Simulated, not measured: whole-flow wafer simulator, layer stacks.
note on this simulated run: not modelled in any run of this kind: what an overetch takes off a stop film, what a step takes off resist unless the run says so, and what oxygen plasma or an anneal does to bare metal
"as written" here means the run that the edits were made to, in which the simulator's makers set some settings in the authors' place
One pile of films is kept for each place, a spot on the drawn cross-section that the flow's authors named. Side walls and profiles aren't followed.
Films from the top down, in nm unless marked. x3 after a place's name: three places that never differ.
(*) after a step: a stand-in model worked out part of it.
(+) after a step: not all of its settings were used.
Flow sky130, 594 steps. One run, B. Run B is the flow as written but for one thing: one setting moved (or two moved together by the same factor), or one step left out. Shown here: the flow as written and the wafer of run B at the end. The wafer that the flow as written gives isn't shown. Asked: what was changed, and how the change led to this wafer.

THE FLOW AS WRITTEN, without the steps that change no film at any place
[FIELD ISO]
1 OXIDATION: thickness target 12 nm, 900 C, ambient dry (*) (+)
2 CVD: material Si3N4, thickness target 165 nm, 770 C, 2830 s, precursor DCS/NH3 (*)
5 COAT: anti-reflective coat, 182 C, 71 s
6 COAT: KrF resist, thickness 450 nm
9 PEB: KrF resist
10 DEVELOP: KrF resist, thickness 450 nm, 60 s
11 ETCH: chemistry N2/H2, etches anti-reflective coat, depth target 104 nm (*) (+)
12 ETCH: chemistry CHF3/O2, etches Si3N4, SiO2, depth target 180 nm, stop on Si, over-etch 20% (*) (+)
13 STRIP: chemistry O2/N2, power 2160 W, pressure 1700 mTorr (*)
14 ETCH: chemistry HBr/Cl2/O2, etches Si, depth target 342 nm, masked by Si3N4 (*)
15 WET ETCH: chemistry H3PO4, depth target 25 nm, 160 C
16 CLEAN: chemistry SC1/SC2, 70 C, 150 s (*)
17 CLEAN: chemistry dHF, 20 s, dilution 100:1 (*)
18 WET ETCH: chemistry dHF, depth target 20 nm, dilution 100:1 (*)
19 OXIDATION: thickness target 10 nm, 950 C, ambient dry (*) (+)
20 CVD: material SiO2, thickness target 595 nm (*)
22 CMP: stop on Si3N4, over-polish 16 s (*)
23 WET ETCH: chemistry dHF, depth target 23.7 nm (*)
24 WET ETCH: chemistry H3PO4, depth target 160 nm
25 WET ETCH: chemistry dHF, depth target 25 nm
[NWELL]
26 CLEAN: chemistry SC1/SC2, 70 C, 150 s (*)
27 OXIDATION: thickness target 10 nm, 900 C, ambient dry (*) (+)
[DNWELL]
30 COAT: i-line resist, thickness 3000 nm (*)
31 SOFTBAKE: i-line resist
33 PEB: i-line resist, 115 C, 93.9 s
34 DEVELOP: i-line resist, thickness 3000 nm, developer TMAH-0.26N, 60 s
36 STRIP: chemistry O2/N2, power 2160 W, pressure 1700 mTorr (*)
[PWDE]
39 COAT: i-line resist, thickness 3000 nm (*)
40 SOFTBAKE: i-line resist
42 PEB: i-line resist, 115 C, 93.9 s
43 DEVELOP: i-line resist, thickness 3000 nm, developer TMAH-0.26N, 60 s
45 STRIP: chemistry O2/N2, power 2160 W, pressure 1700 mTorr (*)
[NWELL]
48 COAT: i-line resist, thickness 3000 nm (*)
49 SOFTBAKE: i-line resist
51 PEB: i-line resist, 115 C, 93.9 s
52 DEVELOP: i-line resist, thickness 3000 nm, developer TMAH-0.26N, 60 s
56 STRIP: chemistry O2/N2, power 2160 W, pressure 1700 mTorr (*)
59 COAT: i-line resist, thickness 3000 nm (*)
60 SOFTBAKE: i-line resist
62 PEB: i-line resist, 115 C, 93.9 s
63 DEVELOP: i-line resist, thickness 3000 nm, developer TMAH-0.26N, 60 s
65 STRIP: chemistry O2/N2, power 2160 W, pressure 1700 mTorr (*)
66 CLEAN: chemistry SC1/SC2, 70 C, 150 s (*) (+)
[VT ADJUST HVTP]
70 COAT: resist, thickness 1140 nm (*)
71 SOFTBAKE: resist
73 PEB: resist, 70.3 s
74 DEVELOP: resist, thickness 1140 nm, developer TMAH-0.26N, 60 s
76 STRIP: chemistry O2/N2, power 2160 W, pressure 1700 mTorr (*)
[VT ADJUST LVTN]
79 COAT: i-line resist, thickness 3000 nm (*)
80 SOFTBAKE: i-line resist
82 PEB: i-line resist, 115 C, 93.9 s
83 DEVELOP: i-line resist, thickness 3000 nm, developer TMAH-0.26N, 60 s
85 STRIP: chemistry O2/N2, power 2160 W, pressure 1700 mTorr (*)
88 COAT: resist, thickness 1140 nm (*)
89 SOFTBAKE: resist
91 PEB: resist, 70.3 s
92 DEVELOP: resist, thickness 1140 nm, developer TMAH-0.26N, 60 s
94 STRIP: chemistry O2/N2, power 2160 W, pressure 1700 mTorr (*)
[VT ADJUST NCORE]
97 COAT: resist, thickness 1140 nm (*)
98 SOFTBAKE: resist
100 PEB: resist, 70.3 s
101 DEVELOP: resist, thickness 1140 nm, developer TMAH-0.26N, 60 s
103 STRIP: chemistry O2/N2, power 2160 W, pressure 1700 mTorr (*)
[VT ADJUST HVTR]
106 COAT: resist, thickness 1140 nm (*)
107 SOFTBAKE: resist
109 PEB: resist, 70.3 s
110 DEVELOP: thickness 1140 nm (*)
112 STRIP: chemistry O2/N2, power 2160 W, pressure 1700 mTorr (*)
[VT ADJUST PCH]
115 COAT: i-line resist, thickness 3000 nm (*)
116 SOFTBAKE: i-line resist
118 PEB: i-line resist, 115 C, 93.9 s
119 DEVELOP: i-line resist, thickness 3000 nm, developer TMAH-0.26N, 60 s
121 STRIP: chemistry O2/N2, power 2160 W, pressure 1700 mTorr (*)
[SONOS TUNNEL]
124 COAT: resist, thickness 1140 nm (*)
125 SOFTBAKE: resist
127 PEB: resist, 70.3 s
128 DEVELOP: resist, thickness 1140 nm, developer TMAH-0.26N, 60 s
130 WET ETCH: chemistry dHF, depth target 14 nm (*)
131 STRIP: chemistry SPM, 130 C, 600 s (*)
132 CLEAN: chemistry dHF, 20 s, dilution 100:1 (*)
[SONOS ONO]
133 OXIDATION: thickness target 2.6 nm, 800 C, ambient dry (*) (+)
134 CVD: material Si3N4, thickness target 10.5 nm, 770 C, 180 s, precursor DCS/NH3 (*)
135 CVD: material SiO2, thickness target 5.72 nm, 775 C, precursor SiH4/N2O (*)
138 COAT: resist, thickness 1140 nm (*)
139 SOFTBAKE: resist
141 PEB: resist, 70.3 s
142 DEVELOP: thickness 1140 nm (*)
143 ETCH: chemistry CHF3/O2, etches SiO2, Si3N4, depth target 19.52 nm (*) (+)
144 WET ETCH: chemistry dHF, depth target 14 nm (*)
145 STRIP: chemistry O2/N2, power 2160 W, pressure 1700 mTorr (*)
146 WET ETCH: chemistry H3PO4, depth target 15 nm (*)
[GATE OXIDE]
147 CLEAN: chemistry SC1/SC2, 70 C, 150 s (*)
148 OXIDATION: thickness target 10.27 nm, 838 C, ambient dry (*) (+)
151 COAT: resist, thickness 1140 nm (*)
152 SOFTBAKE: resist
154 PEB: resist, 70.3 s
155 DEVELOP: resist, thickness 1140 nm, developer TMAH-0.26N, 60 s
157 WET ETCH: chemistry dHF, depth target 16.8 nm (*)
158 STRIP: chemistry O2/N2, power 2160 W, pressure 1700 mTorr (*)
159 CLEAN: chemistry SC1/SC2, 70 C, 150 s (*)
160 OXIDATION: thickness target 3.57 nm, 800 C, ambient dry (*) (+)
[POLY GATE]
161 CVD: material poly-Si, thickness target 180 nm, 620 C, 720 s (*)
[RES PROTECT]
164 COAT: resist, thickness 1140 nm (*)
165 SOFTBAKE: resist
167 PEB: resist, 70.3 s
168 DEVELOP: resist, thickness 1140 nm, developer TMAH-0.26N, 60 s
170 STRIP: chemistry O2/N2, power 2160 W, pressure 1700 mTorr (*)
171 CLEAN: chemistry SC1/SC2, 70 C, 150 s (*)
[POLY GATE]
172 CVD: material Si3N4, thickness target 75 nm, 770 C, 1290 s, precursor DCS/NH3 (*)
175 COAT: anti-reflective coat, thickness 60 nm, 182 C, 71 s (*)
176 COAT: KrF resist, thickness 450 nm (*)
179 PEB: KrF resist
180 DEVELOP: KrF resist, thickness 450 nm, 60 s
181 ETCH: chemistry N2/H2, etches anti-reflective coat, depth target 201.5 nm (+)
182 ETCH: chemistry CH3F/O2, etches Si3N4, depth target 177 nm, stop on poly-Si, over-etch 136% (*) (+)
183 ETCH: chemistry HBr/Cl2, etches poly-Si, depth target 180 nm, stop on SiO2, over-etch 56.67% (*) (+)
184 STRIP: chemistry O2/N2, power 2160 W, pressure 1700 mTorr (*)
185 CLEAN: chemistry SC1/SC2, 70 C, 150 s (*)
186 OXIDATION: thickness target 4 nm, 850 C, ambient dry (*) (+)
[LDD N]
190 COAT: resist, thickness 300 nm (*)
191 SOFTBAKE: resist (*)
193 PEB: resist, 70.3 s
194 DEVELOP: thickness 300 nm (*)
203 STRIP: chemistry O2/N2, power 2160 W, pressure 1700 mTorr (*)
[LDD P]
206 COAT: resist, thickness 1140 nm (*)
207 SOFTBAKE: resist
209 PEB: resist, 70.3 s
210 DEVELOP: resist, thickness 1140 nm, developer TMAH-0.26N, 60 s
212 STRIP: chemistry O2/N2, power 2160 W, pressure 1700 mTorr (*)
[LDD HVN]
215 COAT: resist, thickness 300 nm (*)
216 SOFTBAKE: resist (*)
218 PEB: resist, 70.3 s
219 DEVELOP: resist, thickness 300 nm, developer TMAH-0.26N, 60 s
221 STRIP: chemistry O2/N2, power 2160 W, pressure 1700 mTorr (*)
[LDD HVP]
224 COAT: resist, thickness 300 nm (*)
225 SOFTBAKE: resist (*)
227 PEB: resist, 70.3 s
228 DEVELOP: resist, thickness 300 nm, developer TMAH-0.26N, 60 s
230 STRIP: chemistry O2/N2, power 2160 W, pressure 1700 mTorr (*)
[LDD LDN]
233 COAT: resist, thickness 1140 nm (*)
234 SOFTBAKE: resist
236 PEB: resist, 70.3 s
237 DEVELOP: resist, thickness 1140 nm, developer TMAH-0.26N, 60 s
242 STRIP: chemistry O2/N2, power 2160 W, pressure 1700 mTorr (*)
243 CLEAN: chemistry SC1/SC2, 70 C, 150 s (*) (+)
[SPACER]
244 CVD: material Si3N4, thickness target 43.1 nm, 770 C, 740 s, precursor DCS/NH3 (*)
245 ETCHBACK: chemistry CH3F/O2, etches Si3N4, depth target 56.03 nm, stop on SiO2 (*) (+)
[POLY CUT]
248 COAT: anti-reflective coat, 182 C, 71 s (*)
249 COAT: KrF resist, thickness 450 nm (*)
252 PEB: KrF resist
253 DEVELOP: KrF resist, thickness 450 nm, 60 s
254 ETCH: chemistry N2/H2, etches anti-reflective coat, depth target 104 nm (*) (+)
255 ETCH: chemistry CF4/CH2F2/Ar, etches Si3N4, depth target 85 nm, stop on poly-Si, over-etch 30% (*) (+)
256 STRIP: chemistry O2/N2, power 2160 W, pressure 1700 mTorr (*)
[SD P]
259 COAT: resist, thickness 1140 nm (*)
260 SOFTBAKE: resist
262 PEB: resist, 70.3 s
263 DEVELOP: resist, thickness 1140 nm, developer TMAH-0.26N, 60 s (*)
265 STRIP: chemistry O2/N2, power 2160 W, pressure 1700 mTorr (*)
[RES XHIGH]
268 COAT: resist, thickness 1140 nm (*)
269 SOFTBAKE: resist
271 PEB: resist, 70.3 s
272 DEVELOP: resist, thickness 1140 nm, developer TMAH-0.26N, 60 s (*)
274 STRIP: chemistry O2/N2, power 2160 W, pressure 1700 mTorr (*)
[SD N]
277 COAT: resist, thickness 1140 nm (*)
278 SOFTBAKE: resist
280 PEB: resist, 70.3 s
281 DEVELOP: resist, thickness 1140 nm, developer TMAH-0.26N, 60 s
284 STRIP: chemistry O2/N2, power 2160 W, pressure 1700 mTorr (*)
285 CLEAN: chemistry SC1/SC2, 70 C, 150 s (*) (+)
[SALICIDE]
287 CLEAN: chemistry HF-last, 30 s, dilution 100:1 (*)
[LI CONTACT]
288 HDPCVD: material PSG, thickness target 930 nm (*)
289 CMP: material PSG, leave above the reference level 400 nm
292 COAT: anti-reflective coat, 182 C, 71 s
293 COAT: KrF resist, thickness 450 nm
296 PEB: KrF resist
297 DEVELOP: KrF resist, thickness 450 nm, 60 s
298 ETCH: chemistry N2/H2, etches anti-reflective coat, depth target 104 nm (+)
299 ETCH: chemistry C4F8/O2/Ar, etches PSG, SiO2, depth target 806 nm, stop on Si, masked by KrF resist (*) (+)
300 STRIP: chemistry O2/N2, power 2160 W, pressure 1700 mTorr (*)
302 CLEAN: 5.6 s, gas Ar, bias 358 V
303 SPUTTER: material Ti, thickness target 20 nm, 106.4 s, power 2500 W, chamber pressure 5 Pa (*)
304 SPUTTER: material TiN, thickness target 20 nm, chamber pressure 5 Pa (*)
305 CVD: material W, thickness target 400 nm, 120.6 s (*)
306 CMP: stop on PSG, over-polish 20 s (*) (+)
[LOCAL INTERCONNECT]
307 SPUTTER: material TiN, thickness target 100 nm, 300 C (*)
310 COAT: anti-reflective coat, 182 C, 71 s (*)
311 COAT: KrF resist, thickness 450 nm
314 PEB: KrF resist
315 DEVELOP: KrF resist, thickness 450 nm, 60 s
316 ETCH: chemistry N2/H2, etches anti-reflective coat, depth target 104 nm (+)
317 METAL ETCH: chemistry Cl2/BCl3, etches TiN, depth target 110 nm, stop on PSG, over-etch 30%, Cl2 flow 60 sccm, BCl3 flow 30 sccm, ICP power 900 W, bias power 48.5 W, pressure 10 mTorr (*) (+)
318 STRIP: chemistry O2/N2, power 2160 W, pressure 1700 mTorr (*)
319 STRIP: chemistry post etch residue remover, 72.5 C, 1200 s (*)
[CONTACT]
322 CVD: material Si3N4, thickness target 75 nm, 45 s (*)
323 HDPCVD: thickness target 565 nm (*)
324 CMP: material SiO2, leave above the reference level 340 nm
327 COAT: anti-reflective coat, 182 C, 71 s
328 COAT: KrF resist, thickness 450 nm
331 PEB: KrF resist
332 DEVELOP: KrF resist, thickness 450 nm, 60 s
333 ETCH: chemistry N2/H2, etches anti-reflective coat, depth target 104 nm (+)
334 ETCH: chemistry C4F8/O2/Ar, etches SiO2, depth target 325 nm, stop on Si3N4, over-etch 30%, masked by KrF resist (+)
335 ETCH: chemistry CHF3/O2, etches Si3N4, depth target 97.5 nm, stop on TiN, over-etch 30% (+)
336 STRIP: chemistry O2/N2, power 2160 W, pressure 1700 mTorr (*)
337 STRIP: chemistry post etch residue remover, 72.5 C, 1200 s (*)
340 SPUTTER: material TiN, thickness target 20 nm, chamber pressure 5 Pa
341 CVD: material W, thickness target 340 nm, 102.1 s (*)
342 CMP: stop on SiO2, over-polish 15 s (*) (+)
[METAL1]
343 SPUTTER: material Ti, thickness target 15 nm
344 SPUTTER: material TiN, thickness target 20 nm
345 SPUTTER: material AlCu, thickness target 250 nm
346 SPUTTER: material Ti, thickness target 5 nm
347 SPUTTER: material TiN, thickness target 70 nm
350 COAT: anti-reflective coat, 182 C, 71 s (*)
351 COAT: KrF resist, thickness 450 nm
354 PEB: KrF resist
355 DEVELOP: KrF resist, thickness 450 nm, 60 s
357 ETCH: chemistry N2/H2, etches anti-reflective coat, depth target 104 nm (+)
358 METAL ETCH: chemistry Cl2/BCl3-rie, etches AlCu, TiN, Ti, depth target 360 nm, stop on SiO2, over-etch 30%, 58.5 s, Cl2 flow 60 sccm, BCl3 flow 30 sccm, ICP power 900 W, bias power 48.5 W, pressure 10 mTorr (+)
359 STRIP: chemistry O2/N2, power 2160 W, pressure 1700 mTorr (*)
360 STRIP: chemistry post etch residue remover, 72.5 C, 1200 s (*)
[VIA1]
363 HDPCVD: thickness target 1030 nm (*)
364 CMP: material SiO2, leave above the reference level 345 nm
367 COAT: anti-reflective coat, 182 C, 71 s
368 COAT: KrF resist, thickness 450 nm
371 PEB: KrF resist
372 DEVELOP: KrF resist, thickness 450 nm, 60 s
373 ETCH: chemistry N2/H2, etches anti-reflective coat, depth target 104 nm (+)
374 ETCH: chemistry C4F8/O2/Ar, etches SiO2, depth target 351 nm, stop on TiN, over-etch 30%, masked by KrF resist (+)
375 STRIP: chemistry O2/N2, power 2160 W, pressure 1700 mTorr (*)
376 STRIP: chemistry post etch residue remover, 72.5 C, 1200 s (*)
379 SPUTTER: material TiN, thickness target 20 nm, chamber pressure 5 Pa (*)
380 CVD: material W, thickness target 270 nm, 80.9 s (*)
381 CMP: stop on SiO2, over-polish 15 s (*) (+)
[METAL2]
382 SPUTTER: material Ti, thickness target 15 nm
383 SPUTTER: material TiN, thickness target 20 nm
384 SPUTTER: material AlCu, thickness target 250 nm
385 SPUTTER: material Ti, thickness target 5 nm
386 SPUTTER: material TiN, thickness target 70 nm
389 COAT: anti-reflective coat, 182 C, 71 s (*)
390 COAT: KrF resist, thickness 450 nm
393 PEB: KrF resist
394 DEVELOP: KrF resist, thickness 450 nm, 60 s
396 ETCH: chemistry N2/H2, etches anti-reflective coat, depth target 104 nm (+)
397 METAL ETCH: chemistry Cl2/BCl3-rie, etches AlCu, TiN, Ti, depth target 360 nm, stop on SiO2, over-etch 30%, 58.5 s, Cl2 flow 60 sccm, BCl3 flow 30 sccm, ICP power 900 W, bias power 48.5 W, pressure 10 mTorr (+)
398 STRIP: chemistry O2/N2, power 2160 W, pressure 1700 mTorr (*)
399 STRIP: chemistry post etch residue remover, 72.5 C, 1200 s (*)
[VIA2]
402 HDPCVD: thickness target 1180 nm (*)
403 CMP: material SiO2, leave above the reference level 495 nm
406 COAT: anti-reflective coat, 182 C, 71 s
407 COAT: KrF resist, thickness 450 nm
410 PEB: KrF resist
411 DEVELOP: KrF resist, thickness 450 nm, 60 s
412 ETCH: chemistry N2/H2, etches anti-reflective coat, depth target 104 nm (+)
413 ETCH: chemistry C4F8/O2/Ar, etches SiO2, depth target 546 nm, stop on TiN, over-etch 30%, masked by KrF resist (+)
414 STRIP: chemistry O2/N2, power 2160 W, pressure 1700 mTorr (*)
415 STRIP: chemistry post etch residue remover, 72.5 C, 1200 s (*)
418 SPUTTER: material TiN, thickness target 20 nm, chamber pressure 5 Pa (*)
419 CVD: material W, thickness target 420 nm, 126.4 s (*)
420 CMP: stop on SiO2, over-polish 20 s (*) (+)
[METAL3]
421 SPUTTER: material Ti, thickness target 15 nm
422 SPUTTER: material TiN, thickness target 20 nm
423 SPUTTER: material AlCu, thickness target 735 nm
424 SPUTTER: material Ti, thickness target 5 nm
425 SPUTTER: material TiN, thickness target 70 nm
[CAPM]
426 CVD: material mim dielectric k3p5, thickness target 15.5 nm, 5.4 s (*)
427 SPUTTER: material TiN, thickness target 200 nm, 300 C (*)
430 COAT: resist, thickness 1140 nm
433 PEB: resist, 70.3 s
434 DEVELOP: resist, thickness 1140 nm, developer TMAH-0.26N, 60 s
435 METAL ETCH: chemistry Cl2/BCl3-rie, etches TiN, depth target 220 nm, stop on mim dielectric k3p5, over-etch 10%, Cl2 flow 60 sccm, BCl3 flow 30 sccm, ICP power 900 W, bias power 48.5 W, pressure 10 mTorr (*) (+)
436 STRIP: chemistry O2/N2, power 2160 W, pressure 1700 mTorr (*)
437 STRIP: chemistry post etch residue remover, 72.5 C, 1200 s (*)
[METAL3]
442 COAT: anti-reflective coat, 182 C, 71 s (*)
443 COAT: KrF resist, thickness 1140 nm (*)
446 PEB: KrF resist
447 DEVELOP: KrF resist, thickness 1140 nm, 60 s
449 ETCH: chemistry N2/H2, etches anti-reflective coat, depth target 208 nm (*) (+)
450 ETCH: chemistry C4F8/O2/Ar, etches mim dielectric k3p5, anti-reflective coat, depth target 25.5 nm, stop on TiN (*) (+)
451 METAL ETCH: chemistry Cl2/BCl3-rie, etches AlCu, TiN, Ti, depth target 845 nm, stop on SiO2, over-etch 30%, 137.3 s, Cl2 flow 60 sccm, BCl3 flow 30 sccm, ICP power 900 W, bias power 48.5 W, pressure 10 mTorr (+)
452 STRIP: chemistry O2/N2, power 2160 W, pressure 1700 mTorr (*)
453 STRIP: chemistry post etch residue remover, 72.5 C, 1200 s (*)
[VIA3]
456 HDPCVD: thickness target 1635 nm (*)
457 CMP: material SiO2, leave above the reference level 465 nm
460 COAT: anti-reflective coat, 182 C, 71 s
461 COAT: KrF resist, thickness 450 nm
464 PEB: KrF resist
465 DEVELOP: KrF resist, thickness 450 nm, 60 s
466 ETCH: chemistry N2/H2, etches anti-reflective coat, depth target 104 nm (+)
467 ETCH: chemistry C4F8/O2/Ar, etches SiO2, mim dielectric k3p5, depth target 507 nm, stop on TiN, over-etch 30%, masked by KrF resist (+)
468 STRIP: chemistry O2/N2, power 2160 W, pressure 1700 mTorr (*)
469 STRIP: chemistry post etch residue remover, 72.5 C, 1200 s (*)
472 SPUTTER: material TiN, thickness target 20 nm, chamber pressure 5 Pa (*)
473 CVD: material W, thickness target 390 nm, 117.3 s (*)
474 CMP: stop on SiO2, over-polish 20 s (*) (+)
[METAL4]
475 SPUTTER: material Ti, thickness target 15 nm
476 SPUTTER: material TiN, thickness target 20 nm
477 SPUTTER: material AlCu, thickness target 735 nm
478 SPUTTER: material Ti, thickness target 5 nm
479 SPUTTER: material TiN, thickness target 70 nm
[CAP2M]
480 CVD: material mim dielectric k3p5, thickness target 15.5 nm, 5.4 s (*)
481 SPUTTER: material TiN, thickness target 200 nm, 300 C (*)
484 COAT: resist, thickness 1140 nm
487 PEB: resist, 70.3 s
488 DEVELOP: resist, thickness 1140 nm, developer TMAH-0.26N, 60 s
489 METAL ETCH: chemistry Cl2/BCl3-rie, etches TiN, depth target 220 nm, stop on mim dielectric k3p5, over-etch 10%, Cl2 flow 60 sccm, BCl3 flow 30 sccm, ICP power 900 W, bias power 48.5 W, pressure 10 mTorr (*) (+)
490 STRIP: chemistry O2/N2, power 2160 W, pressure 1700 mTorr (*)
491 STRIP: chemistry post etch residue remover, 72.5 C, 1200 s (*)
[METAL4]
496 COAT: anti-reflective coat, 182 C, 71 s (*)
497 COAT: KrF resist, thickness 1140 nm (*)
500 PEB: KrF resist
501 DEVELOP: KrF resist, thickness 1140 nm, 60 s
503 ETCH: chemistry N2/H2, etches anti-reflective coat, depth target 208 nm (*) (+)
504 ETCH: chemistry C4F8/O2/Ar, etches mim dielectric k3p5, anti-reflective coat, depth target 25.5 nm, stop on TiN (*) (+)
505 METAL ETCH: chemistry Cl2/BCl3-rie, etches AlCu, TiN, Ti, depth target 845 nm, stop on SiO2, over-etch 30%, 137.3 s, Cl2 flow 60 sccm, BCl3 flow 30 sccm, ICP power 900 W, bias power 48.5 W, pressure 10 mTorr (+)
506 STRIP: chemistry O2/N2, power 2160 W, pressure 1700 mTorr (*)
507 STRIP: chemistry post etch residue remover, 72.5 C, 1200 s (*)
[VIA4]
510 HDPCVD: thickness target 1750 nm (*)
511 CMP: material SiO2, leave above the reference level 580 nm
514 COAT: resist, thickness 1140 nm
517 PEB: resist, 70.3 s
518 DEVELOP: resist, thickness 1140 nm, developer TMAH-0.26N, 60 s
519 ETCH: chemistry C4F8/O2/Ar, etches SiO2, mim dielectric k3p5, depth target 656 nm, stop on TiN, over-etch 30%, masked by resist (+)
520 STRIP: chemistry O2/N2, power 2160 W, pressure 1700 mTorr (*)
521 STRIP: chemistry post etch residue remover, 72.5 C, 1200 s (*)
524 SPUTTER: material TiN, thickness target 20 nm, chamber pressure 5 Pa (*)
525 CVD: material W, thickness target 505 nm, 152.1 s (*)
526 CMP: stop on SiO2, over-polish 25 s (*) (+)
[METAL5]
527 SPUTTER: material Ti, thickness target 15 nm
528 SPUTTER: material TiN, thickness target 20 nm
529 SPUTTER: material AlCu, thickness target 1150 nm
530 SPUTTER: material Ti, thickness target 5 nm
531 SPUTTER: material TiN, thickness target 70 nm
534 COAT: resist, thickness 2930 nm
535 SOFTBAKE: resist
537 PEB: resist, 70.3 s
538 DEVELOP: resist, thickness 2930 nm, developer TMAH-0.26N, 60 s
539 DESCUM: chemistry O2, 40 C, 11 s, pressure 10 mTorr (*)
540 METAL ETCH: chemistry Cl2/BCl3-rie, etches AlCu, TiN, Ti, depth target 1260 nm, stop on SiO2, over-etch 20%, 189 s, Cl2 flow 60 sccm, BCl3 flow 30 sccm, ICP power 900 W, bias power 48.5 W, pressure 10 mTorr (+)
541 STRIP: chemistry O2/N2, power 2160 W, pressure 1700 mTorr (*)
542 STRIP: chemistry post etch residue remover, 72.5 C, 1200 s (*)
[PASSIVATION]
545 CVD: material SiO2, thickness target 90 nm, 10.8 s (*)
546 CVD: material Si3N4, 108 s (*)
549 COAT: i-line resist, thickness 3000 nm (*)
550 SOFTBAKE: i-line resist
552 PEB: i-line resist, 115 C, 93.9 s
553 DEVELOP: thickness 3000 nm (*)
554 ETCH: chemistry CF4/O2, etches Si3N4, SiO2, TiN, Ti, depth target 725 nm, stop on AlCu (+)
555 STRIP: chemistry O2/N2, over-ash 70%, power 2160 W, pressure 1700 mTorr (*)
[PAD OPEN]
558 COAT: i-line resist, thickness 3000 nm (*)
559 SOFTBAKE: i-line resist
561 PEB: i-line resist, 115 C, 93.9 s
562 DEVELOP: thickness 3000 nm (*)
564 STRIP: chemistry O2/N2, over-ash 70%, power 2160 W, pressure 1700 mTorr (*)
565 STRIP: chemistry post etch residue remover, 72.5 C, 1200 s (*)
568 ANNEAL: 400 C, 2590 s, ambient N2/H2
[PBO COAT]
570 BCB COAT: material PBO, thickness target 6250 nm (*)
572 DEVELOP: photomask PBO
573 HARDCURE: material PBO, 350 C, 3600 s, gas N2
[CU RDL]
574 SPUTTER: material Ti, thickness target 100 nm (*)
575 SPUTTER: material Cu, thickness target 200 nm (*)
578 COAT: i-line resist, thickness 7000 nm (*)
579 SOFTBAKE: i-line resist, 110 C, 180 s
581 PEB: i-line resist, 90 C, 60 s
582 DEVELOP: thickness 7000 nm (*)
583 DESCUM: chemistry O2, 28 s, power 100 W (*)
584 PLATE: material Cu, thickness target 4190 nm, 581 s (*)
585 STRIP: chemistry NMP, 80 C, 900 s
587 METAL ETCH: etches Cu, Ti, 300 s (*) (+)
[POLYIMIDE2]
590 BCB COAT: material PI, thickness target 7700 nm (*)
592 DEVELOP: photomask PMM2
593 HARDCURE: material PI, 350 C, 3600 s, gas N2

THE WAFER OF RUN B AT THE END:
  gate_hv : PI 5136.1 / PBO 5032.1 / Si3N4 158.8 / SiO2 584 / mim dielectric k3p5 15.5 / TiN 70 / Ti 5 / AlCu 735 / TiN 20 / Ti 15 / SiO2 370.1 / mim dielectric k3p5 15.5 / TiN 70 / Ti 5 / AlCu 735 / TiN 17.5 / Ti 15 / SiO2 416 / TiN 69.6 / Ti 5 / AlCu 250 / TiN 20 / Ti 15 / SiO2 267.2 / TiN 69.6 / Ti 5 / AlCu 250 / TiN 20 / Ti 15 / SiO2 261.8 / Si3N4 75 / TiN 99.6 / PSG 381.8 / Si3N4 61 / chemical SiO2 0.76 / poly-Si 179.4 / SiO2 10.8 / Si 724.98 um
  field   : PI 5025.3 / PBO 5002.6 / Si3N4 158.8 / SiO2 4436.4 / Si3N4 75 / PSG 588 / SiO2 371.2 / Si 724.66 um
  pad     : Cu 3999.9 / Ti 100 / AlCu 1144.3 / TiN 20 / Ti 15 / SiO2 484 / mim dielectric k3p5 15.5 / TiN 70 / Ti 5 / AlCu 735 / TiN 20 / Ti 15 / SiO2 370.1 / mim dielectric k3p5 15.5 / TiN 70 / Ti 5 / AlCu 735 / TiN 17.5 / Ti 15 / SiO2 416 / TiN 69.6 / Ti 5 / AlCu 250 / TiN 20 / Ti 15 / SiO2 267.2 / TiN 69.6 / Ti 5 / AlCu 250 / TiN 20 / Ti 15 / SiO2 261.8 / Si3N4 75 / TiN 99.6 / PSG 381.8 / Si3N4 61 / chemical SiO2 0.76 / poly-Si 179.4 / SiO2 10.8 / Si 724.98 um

The cause: step 422, SPUTTER: thickness target 17.5 nm was run, where the flow has thickness target 20 nm.
It can be read off the wafer: gate_hv has TiN 17.5, and step 422 as written asks for 20 nm.

How the change led to this, step by step:
  422 SPUTTER: material TiN, thickness target 20 nm
      field, active, n_well and 188 more: TiN +17.5 (new film) (as written it would be: TiN +20 (new film))
  451 METAL ETCH: chemistry Cl2/BCl3-rie, etches AlCu, TiN, Ti, depth target 845 nm, stop on SiO2, over-etch 30%, 137.3 s, Cl2 flow 60 sccm, BCl3 flow 30 sccm, ICP power 900 W, bias power 48.5 W, pressure 10 mTorr (+)
      field, gate, spacer and 68 more: TiN -70 (all of it), Ti -5 (all of it), AlCu -735 (all of it), TiN -17.5 (all of it), Ti -15 (all of it), SiO2 -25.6 (as written it would be: TiN -70 (all of it), Ti -5 (all of it), AlCu -735 (all of it), TiN -20 (all of it), Ti -15 (all of it), SiO2 -25.4)
      active, vpp_ln, vpp_iso2 and 11 more: TiN -70 (all of it), Ti -5 (all of it), AlCu -735 (all of it), TiN -17.5 (all of it), Ti -15 (all of it), SiO2 -25.6 (as written it would be: TiN -70 (all of it), Ti -5 (all of it), AlCu -735 (all of it), TiN -20 (all of it), Ti -15 (all of it), SiO2 -25.3)
